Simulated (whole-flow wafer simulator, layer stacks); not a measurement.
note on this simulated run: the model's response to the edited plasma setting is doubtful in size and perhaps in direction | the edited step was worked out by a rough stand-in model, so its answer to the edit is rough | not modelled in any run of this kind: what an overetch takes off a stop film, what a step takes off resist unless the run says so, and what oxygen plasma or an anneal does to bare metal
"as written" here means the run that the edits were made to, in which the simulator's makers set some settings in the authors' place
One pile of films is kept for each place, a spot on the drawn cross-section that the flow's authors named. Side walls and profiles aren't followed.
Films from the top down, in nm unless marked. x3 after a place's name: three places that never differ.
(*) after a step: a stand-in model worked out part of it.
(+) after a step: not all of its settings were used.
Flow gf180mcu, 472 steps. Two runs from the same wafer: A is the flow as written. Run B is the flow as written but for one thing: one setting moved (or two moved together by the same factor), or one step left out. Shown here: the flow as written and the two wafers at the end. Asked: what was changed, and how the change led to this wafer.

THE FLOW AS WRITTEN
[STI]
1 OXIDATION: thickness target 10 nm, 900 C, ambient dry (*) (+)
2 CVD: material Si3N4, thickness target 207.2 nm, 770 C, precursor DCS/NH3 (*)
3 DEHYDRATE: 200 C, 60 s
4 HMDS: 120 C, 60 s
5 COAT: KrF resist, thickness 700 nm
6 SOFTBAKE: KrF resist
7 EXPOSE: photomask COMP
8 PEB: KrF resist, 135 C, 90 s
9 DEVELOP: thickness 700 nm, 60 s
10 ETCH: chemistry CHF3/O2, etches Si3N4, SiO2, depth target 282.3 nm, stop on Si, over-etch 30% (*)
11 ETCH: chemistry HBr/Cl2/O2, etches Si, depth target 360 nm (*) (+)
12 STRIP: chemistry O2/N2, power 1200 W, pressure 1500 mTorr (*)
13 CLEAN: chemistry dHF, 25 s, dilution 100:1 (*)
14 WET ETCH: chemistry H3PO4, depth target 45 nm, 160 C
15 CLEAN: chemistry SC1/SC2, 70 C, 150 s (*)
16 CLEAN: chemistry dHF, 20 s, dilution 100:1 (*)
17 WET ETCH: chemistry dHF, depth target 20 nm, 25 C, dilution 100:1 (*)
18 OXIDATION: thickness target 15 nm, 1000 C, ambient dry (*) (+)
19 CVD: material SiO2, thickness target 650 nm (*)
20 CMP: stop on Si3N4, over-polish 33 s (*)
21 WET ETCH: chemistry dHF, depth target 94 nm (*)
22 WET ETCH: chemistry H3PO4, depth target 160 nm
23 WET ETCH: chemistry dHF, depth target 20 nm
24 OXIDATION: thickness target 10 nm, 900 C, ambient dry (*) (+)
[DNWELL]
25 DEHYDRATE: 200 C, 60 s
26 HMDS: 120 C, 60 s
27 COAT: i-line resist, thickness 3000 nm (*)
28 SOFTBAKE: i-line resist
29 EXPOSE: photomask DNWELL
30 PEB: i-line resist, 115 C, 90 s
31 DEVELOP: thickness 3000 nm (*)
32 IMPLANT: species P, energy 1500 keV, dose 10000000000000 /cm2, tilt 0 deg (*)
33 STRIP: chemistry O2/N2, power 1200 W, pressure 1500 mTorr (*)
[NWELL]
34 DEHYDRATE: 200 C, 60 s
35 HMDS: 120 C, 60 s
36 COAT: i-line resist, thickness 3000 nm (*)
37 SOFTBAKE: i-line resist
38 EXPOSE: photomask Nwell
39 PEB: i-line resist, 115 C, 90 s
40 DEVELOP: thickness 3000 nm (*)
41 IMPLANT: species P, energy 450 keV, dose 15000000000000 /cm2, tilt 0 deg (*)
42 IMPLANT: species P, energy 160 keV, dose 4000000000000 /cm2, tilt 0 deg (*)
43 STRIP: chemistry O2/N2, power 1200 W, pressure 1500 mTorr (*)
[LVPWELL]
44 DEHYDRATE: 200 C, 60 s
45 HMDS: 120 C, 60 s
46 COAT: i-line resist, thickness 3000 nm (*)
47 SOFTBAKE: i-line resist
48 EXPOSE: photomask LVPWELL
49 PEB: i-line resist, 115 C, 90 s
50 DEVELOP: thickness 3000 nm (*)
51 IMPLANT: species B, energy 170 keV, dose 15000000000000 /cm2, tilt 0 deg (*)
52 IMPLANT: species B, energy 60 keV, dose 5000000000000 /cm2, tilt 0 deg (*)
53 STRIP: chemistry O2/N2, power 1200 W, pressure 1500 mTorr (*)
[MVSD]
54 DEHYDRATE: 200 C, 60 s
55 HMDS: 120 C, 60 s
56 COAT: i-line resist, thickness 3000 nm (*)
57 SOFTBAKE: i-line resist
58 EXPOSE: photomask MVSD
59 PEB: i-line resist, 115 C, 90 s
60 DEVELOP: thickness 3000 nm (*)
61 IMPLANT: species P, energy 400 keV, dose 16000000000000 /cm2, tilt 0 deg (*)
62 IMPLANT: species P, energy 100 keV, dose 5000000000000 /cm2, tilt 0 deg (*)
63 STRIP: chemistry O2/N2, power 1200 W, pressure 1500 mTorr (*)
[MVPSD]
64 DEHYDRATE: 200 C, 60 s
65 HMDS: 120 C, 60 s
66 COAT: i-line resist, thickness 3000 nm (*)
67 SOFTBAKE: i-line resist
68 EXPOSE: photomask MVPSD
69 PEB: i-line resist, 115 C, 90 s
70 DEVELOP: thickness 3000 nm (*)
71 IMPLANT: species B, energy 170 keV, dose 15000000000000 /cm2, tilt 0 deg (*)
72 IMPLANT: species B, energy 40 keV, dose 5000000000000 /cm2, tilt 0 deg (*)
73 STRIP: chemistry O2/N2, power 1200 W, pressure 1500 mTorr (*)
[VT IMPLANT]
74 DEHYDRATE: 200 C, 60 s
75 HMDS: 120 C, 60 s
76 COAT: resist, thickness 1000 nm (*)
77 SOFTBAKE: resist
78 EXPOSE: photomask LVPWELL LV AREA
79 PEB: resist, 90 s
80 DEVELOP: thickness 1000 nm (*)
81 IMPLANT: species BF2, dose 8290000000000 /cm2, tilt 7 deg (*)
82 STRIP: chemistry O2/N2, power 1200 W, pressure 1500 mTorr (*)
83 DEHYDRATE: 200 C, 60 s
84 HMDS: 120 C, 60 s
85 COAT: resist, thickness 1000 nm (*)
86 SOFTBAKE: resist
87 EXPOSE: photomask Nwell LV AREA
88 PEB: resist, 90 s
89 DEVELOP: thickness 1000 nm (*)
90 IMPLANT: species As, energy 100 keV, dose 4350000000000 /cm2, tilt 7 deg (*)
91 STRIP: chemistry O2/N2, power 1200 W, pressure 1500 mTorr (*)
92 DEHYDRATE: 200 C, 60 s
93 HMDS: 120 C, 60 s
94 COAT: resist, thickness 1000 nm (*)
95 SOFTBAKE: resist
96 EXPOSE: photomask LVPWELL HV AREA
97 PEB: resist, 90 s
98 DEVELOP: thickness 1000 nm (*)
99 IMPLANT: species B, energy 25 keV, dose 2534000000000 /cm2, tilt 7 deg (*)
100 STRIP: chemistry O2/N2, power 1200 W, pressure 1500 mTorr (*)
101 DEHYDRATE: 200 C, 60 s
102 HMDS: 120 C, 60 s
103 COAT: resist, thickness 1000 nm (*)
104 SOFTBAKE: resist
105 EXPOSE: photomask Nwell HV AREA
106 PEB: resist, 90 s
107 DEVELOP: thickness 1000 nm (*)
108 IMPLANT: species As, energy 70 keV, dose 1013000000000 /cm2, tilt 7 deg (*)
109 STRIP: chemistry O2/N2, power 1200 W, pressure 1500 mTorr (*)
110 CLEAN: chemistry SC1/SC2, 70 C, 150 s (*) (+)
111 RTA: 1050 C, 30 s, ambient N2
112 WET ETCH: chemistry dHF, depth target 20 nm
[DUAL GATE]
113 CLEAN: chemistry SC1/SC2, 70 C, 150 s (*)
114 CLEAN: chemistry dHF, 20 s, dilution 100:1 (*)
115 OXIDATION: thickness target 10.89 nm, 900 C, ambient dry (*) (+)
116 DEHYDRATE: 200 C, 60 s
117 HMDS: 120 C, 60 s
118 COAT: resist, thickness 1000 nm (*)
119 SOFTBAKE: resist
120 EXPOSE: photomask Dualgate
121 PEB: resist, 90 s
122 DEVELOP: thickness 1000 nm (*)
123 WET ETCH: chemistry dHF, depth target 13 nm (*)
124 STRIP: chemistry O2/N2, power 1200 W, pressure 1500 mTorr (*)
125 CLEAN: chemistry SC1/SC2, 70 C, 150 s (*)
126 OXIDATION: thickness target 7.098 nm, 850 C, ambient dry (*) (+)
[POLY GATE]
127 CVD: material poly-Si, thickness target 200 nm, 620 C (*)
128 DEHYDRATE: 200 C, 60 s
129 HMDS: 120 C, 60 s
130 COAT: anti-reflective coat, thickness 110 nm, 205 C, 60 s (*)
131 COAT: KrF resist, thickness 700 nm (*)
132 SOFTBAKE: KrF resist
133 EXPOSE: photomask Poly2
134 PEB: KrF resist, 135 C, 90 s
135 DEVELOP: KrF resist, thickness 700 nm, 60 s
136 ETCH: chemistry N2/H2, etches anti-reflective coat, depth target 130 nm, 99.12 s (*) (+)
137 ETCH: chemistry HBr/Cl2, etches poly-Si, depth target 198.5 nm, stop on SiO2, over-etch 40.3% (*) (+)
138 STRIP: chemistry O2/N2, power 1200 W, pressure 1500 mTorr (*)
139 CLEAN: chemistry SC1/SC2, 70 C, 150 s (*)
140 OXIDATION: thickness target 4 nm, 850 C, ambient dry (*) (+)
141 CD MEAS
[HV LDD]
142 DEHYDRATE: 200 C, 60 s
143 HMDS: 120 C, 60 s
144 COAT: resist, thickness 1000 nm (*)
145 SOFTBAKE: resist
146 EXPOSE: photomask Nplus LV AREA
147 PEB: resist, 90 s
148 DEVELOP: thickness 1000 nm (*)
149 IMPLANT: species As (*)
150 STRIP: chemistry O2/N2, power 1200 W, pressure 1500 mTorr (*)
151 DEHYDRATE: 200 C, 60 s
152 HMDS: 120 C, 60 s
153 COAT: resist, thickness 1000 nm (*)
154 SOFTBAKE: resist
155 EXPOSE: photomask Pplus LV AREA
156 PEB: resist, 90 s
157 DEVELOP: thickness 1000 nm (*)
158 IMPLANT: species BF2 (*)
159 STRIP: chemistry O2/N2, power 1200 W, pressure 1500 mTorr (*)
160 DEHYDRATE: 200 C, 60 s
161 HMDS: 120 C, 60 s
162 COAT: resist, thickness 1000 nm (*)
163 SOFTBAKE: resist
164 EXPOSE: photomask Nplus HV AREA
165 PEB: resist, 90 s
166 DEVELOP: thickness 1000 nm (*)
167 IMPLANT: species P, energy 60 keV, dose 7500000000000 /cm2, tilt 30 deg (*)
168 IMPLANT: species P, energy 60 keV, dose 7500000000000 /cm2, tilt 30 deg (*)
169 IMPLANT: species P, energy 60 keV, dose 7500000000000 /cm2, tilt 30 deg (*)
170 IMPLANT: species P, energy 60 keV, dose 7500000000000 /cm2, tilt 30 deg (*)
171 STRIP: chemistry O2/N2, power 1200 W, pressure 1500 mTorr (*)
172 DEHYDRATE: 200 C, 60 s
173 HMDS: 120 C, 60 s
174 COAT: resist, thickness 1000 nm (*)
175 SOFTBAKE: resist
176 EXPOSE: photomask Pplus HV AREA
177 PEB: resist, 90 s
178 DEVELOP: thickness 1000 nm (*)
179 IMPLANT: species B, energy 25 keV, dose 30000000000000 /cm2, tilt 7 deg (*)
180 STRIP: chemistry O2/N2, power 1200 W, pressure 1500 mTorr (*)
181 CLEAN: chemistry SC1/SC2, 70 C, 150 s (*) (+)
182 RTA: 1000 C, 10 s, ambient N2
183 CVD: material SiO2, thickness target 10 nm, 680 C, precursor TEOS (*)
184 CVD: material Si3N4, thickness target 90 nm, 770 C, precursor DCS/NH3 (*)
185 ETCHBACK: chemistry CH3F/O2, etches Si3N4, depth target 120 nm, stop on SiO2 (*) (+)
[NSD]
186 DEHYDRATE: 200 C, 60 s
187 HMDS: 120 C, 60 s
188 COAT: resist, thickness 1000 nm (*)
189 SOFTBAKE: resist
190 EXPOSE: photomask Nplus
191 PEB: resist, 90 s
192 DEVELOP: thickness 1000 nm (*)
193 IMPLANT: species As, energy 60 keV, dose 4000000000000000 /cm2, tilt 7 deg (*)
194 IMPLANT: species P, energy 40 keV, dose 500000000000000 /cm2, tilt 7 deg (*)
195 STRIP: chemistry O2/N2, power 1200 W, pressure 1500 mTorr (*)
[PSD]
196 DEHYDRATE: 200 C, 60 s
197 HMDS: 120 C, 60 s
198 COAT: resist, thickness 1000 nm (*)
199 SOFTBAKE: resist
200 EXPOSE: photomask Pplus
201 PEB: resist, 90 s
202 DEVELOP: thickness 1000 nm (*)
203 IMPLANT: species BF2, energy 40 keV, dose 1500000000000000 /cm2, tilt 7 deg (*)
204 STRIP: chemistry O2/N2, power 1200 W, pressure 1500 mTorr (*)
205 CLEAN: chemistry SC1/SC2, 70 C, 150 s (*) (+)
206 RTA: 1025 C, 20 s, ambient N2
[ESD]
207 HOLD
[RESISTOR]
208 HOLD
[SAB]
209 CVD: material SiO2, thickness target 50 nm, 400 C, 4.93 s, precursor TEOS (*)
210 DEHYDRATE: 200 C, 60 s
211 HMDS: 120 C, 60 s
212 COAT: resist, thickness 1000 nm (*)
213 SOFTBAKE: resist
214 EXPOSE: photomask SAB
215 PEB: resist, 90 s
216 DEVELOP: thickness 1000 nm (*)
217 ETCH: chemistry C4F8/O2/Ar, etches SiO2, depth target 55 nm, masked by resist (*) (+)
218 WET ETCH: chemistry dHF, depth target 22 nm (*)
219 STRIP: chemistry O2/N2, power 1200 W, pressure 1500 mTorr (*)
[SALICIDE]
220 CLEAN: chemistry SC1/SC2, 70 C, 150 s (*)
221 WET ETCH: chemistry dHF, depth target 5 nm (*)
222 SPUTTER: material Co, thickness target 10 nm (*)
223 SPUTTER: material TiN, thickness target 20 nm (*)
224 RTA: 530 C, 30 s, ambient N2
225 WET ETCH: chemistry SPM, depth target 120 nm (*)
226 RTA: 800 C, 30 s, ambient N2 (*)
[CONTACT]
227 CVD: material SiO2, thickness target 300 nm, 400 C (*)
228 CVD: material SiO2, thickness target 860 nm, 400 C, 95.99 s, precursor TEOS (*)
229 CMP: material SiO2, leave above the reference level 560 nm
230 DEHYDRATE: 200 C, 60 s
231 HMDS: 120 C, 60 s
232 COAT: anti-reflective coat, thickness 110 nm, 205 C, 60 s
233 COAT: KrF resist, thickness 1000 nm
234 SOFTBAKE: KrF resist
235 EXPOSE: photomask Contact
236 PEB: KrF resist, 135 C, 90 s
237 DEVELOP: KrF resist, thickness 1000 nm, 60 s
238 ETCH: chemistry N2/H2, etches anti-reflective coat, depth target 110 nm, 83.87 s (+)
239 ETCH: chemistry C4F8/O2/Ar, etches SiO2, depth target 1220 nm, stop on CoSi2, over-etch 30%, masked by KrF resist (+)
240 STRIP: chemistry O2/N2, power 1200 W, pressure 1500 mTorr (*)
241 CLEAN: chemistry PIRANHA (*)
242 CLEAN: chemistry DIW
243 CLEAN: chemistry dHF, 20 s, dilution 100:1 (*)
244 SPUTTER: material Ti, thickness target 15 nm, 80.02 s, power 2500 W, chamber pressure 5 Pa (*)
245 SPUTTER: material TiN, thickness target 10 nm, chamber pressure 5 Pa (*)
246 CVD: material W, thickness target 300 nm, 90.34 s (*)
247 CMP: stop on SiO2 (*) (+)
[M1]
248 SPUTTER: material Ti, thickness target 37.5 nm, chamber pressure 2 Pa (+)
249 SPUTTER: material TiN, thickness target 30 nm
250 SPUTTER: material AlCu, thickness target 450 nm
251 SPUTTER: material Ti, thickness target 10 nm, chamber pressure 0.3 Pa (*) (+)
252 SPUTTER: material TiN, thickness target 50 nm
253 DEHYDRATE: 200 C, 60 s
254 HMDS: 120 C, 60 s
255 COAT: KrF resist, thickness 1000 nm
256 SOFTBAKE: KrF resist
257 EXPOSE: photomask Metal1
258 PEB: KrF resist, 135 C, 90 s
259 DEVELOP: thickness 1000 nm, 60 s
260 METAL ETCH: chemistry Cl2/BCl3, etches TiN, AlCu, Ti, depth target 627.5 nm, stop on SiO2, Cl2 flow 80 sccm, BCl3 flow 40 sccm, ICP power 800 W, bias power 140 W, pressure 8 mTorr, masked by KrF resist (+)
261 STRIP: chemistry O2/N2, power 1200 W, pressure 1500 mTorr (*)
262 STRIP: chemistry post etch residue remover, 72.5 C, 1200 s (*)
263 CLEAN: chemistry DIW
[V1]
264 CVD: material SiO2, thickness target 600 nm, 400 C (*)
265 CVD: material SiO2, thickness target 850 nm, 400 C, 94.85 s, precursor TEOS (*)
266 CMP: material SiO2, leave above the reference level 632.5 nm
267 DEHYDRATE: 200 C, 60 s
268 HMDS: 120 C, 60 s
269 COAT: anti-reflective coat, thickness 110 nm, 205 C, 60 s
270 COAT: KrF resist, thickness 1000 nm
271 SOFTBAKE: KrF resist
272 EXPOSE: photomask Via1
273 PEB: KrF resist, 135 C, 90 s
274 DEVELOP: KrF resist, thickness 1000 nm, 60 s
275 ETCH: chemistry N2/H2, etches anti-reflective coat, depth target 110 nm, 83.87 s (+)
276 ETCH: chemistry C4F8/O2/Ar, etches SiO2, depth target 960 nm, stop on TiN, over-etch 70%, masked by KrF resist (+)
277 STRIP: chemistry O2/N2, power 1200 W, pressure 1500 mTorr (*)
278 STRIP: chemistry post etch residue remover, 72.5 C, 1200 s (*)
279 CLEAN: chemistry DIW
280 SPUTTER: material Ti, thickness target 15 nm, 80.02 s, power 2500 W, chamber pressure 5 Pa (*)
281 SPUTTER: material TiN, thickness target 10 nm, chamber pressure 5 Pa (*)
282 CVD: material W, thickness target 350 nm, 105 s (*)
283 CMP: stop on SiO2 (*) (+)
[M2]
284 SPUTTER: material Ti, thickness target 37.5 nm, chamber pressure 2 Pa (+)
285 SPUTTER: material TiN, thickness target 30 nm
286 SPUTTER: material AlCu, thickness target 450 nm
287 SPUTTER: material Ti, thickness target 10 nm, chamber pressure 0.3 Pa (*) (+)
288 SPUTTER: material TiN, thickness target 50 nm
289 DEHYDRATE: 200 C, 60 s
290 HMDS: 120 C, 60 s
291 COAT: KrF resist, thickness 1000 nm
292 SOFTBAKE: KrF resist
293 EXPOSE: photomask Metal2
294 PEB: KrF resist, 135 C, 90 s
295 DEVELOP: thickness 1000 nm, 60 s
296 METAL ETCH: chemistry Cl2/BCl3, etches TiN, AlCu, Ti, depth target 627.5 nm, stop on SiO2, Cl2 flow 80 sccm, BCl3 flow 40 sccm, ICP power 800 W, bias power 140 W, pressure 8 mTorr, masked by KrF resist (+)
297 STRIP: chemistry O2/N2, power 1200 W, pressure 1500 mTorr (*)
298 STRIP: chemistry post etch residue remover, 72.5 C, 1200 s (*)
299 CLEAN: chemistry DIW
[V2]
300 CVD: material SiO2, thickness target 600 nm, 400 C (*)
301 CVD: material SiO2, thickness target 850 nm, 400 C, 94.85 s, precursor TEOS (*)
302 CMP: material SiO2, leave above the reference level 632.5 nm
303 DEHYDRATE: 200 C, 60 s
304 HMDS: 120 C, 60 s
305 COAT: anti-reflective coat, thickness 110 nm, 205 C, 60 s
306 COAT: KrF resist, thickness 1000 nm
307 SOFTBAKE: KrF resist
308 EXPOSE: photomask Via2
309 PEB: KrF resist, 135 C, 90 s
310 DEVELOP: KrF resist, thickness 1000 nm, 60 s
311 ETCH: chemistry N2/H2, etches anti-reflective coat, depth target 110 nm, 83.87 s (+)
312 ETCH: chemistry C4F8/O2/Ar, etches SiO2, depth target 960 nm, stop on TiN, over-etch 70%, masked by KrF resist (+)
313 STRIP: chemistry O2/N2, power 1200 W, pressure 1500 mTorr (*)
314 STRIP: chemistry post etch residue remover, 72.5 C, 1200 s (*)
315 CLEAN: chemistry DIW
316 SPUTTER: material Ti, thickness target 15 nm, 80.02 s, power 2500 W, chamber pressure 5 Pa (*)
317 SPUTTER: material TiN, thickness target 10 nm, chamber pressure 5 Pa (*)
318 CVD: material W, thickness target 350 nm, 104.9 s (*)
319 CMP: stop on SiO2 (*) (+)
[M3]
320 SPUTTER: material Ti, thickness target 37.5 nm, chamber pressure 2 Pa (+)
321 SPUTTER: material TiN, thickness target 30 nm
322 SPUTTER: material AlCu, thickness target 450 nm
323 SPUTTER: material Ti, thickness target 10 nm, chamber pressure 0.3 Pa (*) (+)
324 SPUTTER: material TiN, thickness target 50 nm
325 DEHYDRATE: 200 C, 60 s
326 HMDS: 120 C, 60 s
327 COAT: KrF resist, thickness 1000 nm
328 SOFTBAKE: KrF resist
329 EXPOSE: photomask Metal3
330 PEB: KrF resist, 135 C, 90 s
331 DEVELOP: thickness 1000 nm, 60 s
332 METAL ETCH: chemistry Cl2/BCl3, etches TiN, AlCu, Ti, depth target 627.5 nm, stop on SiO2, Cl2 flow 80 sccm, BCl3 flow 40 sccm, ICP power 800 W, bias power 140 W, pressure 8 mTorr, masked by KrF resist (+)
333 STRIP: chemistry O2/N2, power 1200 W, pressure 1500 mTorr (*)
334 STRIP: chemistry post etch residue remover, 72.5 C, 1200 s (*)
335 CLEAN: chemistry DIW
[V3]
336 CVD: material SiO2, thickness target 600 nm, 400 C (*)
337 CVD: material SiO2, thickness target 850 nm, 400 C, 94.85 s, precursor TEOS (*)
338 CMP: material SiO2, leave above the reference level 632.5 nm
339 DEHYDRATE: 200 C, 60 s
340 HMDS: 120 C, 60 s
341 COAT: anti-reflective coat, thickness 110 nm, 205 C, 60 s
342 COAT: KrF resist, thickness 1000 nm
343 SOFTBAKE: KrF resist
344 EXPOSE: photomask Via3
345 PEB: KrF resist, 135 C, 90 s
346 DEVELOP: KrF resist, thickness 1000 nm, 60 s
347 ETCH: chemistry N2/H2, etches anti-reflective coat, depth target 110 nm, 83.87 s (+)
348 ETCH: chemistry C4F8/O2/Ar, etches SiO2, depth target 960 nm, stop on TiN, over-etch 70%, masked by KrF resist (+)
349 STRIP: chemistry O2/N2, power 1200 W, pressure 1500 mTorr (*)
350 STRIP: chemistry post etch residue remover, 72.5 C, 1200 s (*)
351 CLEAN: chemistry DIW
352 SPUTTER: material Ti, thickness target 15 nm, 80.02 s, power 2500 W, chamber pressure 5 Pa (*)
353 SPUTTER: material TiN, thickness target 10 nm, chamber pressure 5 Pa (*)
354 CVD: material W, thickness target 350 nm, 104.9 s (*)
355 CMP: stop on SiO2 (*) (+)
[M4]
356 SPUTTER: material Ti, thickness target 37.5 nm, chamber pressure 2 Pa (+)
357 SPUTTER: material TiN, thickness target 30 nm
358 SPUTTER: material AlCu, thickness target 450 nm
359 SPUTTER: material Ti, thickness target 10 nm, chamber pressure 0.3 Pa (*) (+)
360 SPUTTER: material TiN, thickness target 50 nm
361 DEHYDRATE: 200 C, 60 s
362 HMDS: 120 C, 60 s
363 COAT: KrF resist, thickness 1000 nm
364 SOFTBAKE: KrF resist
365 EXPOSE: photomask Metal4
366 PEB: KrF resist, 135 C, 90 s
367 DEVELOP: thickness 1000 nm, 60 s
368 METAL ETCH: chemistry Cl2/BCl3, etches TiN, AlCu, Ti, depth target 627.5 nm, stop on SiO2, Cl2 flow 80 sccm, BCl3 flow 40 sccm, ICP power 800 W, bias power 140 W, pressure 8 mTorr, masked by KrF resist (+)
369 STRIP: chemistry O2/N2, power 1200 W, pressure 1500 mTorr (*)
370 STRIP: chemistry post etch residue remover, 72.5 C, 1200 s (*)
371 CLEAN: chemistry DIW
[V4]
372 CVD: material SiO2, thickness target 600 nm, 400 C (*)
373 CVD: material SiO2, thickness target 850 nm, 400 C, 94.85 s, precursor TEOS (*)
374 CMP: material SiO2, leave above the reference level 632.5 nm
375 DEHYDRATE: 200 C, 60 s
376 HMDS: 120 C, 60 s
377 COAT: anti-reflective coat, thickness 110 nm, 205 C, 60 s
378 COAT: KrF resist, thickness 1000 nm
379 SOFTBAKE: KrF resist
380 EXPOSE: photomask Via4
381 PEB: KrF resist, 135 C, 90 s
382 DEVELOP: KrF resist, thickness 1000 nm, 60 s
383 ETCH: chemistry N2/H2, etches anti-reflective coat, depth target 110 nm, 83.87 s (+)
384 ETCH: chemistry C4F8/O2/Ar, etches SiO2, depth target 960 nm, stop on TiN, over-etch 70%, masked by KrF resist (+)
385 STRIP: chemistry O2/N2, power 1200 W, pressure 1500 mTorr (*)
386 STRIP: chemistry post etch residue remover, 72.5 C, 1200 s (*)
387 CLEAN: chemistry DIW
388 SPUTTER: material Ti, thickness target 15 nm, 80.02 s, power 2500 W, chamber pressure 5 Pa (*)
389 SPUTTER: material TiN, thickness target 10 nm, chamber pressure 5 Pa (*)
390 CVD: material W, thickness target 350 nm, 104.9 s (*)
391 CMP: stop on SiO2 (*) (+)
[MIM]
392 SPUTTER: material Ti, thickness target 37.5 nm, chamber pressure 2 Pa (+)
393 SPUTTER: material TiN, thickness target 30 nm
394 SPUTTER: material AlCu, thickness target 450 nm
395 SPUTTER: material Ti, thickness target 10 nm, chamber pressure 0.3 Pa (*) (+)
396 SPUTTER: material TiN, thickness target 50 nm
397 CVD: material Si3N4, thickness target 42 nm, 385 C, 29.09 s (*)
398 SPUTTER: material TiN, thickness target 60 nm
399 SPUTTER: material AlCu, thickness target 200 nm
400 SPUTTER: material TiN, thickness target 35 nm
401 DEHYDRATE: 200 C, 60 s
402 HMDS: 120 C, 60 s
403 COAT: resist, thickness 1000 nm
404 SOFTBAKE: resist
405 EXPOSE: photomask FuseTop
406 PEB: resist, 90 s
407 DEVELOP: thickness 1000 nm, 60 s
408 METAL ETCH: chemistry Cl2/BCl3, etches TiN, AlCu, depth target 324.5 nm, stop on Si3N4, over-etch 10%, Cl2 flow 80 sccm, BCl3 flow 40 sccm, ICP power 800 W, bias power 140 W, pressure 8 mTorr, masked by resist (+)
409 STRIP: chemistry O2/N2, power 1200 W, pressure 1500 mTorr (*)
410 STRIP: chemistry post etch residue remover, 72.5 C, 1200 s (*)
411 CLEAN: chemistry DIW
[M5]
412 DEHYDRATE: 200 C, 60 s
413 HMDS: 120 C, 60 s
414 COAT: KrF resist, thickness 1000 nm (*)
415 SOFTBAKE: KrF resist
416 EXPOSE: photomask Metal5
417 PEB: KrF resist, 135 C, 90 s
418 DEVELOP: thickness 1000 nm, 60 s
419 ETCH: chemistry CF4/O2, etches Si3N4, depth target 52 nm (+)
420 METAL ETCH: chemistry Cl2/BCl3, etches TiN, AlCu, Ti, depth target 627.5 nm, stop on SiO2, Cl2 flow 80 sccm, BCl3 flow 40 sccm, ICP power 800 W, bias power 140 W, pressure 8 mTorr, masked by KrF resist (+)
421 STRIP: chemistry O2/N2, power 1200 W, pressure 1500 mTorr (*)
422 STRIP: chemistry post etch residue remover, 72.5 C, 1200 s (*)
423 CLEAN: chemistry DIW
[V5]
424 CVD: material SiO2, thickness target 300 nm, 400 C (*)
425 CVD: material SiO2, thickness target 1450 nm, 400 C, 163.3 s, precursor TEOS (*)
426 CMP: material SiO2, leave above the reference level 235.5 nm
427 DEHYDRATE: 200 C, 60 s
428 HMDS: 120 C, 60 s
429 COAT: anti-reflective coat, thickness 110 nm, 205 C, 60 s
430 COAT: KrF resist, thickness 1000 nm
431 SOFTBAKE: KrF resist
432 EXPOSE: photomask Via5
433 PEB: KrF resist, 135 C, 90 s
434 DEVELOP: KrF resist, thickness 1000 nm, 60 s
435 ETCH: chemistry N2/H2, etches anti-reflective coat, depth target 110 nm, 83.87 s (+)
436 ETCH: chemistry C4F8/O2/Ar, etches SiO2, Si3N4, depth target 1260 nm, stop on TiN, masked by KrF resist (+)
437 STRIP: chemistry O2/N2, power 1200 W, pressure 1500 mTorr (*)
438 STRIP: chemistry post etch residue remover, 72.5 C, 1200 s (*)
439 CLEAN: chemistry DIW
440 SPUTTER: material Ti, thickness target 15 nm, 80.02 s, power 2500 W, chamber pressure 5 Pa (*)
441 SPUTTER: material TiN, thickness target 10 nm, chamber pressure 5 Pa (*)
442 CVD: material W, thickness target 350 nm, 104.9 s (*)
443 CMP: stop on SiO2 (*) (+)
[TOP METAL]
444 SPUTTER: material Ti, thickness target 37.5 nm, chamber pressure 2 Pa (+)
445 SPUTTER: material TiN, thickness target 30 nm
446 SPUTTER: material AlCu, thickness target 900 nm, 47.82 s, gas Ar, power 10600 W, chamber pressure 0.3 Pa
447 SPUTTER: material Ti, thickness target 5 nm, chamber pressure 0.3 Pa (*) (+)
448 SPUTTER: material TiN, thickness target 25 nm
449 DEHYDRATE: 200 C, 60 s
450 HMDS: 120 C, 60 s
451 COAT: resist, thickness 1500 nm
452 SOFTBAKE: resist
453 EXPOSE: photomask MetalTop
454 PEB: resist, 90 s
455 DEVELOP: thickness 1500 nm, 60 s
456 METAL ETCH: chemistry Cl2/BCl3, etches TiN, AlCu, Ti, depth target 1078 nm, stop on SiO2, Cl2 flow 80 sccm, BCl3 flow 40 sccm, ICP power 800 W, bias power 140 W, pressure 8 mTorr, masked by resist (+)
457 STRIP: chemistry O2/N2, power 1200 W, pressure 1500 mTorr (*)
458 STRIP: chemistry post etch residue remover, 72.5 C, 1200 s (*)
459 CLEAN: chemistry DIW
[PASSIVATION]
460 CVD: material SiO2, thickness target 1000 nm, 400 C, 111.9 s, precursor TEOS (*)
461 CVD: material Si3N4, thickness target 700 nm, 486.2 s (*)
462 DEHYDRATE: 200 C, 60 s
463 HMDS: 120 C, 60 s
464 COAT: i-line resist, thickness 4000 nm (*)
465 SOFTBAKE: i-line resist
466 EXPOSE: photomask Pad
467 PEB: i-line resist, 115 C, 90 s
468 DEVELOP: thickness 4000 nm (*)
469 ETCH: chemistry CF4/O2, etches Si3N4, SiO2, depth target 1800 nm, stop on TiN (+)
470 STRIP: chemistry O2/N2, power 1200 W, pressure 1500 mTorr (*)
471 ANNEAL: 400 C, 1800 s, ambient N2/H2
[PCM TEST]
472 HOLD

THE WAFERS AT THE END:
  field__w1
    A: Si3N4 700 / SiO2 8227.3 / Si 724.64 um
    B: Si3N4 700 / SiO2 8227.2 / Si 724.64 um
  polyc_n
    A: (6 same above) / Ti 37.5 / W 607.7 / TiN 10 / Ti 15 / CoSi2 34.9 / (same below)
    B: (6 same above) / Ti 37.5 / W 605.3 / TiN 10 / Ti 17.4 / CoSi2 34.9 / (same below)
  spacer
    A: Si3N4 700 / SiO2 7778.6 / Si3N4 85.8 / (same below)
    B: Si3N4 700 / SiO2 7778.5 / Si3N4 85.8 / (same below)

The cause: step 244, SPUTTER: power 2800 W was run, where the flow has power 2500 W.

How the change led to this, step by step:
  244 SPUTTER: material Ti, thickness target 15 nm, 80.02 s, power 2500 W, chamber pressure 5 Pa (*)
      field, field__w1, field__w2 and 107 more: A Ti +15 (new film) | B Ti +17.4 (new film)
      contact: A Ti +8.55 (new film) | B Ti +9.76 (new film)
  247 CMP: stop on SiO2 (*) (+)
      field, field__w1, field__w2 and 105 more: A W -300 (all of it), TiN -10 (all of it), Ti -15 (all of it), SiO2 -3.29 | B W -300 (all of it), TiN -10 (all of it), Ti -17.4 (all of it), SiO2 -3.32
